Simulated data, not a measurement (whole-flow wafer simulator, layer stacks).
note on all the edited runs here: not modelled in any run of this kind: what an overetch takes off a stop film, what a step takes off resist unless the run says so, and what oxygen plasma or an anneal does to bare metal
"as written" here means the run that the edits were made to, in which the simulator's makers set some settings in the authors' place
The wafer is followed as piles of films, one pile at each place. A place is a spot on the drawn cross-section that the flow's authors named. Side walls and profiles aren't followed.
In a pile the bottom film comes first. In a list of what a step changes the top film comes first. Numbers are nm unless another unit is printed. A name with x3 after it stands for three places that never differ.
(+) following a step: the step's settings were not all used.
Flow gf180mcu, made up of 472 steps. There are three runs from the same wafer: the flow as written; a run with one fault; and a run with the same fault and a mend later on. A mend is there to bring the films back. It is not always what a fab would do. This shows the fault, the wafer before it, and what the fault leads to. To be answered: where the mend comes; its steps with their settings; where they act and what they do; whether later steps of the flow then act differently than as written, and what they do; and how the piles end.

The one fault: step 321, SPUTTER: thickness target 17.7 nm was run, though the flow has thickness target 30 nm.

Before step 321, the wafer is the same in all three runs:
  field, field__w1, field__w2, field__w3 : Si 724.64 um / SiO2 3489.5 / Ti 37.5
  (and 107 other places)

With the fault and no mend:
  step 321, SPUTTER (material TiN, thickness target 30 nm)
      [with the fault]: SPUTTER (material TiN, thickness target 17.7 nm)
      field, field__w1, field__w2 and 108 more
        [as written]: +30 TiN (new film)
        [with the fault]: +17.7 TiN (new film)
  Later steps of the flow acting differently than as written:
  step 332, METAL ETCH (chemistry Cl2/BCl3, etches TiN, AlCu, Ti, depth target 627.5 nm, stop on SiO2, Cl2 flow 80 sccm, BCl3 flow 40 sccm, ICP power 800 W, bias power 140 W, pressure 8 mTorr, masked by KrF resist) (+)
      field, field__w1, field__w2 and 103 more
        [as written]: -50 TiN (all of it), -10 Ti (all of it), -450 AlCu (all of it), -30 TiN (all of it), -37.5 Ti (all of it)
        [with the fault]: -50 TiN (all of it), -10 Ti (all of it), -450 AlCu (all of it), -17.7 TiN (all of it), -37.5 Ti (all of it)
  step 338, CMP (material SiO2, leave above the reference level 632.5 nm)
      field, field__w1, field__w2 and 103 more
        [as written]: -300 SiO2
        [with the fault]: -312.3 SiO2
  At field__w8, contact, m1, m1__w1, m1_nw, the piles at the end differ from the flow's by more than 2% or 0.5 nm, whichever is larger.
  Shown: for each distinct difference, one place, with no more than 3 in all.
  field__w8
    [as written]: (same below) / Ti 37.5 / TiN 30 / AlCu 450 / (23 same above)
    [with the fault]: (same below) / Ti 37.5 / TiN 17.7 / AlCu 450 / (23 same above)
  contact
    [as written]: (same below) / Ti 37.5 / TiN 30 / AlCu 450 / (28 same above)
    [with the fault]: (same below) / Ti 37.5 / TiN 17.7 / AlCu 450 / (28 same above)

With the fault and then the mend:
  The mend stands after step 321.
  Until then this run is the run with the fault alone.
  step 321a, SPUTTER (material TiN, thickness target 12.3 nm) (the flow's step 321, run once more with other settings)
      field, field__w1, field__w2 and 108 more
        +12.3 TiN
  Every later step of the flow that is run acts as written at every place that is followed.
  By the end, the piles equal the flow's at every place that both follow.
